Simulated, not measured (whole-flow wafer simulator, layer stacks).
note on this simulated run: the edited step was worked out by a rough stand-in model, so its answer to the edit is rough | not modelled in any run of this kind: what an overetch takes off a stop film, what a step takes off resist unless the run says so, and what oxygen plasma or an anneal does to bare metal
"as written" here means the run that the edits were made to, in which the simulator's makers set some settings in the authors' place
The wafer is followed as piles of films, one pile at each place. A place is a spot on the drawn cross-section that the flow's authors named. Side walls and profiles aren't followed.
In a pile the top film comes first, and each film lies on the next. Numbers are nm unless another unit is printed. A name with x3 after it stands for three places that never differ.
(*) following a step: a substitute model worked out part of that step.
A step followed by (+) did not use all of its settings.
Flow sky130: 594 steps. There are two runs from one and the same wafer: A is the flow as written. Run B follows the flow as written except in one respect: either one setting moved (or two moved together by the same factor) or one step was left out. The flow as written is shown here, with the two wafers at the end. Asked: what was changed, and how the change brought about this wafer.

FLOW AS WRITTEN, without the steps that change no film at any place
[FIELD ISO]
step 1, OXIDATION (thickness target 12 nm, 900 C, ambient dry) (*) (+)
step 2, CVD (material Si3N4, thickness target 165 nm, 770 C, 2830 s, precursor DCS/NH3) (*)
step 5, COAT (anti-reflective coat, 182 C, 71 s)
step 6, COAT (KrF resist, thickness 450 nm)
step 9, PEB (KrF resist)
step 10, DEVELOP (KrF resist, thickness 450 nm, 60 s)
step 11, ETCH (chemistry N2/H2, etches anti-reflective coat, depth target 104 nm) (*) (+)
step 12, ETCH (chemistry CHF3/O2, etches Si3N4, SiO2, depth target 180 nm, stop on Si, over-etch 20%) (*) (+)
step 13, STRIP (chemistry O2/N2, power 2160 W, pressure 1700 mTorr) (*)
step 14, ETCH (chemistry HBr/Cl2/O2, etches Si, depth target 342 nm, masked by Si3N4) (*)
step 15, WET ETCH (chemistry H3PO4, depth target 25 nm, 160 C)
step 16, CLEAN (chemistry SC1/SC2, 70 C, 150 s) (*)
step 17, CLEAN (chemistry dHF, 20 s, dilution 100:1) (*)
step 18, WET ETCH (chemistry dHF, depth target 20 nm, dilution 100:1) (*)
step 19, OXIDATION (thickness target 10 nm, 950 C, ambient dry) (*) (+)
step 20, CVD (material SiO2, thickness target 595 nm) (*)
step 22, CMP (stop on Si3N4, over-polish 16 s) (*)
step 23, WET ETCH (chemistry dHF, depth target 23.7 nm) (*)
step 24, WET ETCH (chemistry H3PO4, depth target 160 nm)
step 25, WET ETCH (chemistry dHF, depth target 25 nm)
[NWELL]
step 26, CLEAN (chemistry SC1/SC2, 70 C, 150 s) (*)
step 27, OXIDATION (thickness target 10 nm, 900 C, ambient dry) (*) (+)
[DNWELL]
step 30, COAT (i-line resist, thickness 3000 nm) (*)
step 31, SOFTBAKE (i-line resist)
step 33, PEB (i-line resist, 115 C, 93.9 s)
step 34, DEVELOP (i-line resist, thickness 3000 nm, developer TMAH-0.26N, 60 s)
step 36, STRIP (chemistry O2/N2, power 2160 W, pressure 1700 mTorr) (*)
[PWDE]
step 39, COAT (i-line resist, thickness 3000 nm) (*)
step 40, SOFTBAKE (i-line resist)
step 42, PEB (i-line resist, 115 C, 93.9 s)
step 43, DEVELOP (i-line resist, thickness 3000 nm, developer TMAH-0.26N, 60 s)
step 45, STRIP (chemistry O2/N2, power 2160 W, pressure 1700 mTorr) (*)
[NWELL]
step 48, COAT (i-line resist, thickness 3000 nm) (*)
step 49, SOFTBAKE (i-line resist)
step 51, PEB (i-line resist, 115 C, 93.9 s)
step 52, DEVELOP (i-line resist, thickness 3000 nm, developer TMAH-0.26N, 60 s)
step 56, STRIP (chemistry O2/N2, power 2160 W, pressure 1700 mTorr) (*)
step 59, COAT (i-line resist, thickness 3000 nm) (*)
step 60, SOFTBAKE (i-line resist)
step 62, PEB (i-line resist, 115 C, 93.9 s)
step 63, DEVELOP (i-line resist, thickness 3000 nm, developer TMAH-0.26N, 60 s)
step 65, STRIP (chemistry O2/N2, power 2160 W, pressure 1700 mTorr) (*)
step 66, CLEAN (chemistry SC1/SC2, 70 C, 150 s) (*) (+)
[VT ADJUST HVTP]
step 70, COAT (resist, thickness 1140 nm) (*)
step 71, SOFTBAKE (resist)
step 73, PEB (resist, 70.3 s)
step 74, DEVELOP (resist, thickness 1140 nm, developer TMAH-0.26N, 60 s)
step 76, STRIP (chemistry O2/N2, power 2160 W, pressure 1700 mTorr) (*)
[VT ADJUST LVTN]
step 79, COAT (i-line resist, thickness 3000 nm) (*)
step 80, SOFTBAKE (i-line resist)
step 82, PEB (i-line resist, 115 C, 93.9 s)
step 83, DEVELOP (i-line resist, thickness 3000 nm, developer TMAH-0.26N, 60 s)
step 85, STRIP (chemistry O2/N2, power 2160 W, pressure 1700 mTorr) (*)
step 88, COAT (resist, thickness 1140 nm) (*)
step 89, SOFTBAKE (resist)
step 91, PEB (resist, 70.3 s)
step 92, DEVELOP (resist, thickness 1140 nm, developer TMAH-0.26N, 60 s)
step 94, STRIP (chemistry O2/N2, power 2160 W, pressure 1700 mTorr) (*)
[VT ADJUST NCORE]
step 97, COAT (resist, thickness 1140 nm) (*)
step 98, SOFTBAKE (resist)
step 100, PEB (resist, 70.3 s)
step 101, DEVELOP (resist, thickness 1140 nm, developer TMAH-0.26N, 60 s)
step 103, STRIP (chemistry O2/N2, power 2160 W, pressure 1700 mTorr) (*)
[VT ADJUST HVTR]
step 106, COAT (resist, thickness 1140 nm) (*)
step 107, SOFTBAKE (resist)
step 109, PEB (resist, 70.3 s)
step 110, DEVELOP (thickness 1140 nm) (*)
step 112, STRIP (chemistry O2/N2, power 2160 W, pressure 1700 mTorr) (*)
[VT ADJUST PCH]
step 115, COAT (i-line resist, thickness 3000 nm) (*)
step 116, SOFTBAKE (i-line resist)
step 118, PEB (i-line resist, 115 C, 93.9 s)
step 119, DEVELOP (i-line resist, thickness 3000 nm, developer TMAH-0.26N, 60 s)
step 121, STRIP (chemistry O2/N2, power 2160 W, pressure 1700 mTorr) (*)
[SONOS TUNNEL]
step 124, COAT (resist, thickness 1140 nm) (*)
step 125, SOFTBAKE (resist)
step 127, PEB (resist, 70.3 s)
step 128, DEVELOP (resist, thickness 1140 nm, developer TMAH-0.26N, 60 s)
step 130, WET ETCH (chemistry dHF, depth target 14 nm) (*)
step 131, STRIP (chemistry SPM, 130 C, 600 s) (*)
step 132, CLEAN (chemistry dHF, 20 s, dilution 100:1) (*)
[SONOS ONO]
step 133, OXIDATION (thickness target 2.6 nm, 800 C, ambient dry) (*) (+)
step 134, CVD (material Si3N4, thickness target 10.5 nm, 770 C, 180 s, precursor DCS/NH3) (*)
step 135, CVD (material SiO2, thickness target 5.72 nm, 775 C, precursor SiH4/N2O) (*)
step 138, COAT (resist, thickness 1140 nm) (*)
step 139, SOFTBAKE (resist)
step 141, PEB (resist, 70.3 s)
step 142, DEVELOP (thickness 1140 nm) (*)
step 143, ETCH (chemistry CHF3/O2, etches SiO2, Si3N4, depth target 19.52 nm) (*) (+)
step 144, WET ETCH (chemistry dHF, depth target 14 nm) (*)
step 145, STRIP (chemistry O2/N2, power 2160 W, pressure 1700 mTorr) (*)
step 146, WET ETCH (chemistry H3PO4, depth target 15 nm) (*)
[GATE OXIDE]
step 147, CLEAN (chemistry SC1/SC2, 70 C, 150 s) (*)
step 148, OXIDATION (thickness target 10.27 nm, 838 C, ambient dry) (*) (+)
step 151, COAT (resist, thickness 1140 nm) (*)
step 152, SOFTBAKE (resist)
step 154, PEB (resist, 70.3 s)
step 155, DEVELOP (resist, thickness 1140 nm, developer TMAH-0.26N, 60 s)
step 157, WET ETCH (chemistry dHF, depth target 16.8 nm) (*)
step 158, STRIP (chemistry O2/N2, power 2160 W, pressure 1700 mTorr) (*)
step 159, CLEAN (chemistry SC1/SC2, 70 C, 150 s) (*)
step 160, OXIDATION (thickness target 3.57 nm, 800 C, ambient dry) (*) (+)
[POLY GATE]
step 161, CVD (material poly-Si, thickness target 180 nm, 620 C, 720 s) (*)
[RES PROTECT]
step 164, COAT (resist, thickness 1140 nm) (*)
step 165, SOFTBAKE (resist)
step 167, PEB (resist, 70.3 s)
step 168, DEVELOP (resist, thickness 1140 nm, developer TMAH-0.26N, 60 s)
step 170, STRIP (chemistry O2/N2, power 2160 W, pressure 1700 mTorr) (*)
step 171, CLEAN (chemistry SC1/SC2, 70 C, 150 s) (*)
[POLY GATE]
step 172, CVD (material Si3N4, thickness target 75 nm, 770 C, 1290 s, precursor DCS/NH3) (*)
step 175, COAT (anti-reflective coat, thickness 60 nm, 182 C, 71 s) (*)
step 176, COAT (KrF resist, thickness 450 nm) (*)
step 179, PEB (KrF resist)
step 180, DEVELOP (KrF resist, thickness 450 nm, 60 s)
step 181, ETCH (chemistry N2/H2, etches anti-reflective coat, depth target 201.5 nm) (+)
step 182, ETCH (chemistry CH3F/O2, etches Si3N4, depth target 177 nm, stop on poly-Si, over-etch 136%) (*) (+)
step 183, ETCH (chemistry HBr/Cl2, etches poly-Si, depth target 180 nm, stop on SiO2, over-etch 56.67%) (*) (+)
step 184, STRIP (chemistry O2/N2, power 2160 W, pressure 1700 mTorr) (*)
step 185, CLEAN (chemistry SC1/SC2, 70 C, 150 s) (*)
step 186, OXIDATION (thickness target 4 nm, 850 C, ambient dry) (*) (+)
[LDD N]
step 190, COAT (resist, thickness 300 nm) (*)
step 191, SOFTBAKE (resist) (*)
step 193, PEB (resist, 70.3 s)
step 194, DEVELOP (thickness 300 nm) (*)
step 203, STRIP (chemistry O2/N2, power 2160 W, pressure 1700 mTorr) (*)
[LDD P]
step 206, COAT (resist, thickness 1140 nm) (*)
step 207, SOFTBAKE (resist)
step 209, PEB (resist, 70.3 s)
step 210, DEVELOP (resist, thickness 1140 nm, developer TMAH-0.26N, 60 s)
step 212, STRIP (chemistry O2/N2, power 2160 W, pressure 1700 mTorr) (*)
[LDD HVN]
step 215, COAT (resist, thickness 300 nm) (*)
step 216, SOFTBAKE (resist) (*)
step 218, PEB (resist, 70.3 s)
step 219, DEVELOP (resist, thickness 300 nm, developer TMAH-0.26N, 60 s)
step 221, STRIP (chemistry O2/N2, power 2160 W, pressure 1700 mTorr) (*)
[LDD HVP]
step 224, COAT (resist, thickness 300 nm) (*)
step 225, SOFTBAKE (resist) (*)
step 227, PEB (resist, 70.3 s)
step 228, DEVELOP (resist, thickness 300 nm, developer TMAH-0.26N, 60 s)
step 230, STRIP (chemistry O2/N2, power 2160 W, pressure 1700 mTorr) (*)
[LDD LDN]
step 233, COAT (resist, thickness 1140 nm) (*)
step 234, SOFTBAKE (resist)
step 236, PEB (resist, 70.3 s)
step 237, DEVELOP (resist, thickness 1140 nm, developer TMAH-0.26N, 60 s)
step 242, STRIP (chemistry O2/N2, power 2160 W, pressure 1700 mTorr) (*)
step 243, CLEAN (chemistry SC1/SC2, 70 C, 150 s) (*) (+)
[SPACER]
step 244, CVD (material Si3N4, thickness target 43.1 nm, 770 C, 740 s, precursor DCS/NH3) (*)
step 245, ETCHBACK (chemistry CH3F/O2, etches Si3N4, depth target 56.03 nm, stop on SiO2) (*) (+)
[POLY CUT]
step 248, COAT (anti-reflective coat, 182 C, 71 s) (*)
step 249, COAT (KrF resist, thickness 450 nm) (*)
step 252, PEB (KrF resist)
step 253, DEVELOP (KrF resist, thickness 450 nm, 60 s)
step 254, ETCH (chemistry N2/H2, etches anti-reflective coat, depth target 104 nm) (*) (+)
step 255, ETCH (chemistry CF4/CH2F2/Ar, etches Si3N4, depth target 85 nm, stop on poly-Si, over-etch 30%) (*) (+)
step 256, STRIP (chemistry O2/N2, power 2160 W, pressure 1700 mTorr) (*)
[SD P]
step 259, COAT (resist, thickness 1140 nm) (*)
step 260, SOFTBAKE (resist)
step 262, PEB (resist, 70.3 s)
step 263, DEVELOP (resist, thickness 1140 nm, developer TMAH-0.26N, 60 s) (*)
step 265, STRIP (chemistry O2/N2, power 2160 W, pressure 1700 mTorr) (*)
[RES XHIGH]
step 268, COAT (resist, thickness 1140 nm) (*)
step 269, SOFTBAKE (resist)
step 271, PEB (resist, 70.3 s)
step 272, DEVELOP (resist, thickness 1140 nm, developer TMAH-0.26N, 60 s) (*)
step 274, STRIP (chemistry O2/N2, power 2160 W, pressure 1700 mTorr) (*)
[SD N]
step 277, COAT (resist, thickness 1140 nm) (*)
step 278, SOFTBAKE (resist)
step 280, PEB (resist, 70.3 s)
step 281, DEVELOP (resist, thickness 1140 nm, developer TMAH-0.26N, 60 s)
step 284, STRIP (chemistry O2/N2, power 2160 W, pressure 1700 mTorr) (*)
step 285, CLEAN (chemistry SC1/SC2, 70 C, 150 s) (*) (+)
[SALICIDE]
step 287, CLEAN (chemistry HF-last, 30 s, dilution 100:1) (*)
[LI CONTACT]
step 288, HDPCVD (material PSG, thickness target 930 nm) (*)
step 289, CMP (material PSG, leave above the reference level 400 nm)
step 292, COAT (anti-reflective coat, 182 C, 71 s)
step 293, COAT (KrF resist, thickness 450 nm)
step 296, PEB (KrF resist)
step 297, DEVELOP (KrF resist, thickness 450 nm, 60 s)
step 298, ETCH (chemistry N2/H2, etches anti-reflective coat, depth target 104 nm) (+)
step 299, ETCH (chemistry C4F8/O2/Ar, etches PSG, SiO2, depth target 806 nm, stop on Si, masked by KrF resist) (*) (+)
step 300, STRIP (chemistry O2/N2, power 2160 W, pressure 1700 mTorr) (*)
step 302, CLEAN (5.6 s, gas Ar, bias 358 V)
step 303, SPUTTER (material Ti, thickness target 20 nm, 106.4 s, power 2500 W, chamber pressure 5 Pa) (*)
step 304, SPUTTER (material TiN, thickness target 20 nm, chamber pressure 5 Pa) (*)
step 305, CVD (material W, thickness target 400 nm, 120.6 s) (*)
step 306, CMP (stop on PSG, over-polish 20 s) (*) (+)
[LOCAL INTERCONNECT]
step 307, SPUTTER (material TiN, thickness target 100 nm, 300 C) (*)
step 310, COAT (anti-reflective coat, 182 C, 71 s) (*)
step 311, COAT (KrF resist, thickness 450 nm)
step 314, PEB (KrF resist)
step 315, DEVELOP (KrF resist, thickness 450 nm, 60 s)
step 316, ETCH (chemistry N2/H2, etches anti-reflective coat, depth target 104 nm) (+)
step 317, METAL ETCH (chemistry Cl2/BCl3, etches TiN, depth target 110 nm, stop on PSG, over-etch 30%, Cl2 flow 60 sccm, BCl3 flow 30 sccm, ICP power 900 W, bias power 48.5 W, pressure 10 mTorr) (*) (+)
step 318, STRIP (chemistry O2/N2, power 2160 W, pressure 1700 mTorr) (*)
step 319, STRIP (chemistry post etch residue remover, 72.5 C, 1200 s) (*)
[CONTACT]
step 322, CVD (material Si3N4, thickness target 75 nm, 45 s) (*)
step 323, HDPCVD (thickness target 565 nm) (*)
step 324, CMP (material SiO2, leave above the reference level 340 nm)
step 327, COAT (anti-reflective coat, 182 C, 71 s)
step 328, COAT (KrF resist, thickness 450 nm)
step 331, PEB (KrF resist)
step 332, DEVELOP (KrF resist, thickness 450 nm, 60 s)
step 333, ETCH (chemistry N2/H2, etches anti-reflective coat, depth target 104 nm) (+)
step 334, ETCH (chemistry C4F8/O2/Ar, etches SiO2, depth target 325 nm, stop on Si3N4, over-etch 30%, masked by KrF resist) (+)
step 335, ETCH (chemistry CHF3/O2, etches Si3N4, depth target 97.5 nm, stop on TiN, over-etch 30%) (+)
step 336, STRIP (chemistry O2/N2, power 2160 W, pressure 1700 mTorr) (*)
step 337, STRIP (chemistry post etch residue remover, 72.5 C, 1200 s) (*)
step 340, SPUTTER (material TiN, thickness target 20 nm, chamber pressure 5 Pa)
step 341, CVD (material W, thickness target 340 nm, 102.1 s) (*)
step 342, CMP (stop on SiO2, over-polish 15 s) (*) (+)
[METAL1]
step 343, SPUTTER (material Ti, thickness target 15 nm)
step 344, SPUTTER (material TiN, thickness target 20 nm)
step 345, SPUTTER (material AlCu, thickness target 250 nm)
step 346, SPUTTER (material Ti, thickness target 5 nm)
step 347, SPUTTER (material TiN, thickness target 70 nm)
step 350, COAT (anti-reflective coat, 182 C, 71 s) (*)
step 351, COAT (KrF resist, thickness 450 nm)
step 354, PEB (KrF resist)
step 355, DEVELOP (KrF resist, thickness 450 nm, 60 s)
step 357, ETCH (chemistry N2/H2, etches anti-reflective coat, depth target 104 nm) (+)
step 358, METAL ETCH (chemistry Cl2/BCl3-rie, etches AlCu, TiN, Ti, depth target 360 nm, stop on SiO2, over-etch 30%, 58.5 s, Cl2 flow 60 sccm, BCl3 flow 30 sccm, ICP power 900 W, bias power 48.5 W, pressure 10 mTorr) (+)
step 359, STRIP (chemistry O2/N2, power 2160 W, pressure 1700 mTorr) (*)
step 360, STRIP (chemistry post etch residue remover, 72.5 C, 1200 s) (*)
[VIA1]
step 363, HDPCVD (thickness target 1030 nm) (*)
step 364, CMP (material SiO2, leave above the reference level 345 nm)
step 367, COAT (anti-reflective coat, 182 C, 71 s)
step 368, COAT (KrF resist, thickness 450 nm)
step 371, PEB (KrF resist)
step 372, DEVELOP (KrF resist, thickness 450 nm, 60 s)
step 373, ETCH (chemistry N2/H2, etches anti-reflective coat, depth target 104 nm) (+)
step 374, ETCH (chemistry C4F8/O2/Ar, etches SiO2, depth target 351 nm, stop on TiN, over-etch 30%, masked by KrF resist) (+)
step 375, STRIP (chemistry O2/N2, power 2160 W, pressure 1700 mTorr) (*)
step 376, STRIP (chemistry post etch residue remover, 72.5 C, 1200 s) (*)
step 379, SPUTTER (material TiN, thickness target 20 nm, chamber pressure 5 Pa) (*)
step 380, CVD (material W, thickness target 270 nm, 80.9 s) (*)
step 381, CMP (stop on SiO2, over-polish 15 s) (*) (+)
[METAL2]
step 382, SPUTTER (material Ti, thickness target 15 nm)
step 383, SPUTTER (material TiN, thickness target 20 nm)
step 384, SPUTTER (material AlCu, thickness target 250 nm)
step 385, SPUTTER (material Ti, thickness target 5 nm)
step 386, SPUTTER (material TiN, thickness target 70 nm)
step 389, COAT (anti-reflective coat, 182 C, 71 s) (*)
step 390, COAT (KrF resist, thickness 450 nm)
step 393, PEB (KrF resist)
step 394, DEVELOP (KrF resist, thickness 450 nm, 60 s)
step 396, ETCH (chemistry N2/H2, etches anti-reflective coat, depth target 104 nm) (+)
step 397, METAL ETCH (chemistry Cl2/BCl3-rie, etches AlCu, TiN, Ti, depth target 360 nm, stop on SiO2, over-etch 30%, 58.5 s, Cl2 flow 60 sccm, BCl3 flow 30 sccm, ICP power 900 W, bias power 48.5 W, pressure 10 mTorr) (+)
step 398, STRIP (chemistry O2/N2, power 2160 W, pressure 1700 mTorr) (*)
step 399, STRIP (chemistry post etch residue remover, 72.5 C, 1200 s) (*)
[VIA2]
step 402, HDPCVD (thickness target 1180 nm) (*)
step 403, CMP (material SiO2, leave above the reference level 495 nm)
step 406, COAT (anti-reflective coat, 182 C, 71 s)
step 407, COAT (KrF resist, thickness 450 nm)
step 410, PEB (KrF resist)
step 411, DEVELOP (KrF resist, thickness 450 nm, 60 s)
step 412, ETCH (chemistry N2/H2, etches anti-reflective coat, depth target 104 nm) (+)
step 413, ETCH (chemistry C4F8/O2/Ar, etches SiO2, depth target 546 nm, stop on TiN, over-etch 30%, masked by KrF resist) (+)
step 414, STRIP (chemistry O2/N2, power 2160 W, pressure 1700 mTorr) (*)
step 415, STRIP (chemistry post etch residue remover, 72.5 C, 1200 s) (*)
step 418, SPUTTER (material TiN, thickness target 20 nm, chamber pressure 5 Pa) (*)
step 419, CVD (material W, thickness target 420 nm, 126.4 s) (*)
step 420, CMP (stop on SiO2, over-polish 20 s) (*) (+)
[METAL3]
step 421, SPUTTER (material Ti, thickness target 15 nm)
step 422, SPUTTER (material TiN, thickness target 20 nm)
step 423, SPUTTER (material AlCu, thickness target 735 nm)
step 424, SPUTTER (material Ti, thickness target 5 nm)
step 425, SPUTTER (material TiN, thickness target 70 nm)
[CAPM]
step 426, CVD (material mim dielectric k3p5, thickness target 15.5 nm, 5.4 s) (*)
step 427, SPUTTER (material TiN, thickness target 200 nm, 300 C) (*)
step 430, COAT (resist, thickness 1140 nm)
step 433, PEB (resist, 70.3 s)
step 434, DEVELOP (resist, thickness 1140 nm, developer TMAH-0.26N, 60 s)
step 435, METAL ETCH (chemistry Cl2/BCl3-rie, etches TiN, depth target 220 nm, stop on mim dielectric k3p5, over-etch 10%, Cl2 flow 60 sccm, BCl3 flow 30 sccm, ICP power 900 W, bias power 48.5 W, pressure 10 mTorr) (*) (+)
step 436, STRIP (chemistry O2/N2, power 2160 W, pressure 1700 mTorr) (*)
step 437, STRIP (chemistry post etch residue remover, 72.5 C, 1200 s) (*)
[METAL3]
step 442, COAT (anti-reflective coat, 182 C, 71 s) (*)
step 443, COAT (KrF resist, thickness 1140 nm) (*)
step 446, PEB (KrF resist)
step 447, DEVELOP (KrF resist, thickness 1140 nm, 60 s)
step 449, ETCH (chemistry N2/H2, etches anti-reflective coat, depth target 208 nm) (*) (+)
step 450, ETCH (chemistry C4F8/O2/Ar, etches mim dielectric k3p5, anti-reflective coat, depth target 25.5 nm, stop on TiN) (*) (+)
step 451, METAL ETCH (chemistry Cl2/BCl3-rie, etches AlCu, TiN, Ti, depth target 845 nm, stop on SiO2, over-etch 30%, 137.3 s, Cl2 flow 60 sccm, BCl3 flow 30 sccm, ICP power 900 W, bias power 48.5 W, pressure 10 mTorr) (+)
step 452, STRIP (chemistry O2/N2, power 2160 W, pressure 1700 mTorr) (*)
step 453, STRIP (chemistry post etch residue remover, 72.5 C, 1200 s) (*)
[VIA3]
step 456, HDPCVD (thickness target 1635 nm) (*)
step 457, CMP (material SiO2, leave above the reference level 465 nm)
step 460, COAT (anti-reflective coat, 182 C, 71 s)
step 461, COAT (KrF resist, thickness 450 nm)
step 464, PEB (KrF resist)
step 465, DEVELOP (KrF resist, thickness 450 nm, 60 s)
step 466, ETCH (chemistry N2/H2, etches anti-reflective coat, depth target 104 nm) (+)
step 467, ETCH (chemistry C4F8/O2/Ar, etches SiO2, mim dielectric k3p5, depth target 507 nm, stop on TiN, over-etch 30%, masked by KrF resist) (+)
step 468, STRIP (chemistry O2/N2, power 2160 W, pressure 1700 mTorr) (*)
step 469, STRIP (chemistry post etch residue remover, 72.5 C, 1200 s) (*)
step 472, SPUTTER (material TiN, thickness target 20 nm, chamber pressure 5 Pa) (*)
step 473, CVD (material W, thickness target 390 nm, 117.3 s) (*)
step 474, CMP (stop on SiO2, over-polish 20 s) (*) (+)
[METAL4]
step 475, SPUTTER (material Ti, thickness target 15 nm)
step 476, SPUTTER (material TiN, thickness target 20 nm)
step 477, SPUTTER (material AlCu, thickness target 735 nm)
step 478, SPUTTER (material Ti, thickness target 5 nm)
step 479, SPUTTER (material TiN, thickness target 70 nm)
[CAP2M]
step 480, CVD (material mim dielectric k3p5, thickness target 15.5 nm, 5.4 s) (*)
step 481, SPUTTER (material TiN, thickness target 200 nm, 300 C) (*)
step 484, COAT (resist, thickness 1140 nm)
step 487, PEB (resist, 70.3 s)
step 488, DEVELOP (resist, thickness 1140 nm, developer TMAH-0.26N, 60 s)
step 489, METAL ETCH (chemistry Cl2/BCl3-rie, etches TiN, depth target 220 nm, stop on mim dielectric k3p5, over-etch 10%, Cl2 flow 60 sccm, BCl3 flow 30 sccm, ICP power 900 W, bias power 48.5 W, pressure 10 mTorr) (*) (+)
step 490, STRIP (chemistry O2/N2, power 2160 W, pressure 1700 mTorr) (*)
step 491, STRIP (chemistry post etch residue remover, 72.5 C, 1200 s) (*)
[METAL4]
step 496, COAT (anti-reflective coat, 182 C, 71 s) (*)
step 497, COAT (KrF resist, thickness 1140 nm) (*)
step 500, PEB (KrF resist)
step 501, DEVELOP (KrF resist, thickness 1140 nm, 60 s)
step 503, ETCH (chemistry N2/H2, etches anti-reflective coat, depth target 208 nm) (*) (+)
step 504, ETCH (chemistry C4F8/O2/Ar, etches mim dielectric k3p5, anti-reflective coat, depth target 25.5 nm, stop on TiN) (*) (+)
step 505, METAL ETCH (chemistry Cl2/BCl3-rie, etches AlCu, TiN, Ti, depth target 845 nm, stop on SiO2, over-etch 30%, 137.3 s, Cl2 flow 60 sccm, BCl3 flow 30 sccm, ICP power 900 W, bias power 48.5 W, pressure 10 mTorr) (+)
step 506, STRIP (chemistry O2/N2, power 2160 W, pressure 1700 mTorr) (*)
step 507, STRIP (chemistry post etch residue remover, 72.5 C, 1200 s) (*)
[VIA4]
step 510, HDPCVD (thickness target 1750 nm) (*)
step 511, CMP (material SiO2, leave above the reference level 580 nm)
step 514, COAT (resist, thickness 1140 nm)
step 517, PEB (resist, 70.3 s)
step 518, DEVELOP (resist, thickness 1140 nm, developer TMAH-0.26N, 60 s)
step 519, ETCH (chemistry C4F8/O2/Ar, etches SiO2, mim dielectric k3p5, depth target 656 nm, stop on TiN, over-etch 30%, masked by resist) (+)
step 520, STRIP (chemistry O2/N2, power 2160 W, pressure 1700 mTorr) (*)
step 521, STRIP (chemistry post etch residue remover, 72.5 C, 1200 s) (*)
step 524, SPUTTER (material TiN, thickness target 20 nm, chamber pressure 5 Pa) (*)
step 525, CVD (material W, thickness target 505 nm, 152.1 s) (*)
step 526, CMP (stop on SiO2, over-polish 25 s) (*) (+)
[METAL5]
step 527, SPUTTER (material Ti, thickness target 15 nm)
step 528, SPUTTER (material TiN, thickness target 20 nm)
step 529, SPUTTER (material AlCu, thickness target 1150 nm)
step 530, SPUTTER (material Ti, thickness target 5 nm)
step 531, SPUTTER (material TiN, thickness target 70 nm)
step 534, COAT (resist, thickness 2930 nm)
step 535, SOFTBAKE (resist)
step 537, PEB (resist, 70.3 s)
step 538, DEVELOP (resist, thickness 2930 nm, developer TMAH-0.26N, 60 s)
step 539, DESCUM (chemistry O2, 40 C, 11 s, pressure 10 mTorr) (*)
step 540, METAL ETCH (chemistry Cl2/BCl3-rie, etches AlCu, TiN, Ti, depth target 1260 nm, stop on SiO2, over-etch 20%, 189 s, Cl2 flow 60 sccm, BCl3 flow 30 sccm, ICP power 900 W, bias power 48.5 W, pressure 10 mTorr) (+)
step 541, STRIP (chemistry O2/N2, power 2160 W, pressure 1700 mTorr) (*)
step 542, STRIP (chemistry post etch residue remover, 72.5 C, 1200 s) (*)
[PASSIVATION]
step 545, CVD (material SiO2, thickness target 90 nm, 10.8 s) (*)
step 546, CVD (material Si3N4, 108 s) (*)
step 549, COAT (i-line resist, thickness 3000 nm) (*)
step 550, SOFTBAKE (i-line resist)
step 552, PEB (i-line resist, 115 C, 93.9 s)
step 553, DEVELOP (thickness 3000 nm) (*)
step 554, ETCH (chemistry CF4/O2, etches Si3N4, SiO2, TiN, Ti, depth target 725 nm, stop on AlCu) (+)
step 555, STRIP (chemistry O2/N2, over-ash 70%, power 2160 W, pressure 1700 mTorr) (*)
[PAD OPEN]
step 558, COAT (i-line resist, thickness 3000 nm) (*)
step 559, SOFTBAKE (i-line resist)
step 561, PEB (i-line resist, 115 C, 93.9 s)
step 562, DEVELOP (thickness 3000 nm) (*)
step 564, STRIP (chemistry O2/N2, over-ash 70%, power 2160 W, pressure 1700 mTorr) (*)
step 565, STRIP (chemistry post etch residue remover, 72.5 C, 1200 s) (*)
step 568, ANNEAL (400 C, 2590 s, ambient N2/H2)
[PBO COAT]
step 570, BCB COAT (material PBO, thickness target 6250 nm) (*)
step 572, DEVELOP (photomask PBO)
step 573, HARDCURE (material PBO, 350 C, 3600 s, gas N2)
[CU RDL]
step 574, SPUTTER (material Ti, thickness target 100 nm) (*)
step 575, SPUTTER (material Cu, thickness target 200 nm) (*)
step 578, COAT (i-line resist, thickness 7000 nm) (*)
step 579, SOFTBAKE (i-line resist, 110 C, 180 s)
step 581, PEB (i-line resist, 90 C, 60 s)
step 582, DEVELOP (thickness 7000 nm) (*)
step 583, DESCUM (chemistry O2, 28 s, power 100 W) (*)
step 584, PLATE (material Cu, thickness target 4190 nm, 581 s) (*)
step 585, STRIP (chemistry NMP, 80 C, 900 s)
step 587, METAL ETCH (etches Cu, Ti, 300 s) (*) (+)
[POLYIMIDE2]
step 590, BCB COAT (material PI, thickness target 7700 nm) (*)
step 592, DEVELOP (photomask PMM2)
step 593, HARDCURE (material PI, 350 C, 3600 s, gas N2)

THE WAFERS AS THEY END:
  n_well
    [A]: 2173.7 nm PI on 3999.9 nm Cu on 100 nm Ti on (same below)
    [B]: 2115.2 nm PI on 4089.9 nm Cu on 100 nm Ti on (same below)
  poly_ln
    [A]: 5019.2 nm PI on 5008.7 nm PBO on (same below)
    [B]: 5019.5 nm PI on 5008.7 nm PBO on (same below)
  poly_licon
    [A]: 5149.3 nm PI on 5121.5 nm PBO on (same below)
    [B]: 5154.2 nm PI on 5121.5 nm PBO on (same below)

What caused this: step 575, SPUTTER: thickness target 290 nm was run, whereas the flow has thickness target 200 nm.

Step by step, how the change led to this:
  step 575, SPUTTER (material Cu, thickness target 200 nm) (*)
      field, active, n_well and 190 more: A +200 Cu (new film) | B +290 Cu (new film)
  step 587, METAL ETCH (etches Cu, Ti, 300 s) (*) (+)
      field, active, gate and 167 more: A -200 Cu (all of it), -100 Ti (all of it) | B -290 Cu (all of it), -100 Ti (all of it)
  step 590, BCB COAT (material PI, thickness target 7700 nm) (*)
      n_well, p_well, sd_n, sd_p: A +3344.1 PI (new film) | B +3254.1 PI (new film)
      mim: A +3670.5 PI (new film) | B +3584.6 PI (new film)
      (and at 14 other places as well)
  step 593, HARDCURE (material PI, 350 C, 3600 s, gas N2)
      n_well, p_well, sd_n, sd_p: A -1170.4 PI | B -1138.9 PI
